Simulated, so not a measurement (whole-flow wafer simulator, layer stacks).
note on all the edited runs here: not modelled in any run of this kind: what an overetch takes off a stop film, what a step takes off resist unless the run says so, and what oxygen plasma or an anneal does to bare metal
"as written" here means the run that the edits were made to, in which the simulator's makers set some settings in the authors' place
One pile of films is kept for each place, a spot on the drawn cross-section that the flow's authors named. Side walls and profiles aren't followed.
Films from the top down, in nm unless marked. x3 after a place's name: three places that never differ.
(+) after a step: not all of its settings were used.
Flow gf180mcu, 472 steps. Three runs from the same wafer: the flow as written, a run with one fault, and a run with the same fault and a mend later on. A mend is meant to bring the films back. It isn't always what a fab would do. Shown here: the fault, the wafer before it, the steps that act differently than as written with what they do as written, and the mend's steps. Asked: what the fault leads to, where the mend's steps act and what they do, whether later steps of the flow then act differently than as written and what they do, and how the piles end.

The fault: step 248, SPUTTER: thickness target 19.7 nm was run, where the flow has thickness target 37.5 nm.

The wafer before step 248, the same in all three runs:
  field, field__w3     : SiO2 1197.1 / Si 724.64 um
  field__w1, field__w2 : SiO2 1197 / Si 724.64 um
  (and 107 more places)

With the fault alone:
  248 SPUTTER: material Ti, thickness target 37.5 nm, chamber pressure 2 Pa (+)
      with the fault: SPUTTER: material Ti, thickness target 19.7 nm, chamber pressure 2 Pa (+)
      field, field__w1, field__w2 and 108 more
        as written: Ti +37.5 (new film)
        with the fault: Ti +19.7 (new film)
  Later steps of the flow that act differently than as written:
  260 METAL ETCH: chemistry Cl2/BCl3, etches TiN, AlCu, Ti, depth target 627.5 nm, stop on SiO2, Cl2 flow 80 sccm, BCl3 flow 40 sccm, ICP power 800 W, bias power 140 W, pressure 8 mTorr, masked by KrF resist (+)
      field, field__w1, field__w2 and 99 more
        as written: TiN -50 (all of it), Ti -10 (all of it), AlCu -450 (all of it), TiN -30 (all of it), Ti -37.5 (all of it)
        with the fault: TiN -50 (all of it), Ti -10 (all of it), AlCu -450 (all of it), TiN -30 (all of it), Ti -19.7 (all of it)
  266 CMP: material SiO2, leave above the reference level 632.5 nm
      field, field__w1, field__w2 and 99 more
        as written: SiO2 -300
        with the fault: SiO2 -317.8
  At the end the piles differ from the flow's by more than 2% or 0.5 nm, whichever is larger, at field__w8, contact, m1 and 6 more.
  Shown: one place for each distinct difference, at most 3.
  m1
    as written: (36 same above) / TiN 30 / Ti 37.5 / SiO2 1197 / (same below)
    with the fault: (36 same above) / TiN 30 / Ti 19.7 / SiO2 1197 / (same below)
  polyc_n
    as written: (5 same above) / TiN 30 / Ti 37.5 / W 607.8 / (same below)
    with the fault: (5 same above) / TiN 30 / Ti 19.7 / W 607.8 / (same below)
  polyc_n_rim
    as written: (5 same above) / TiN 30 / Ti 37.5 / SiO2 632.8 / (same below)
    with the fault: (5 same above) / TiN 30 / Ti 19.7 / SiO2 632.8 / (same below)

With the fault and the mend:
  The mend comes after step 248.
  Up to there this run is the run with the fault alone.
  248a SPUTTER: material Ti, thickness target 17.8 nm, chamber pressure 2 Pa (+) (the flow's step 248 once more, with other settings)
      field, field__w1, field__w2 and 108 more
        Ti +17.8
  No later step of the flow acts differently than as written at any place that is followed.
  At the end the piles are the same as the flow's at every place that both follow.
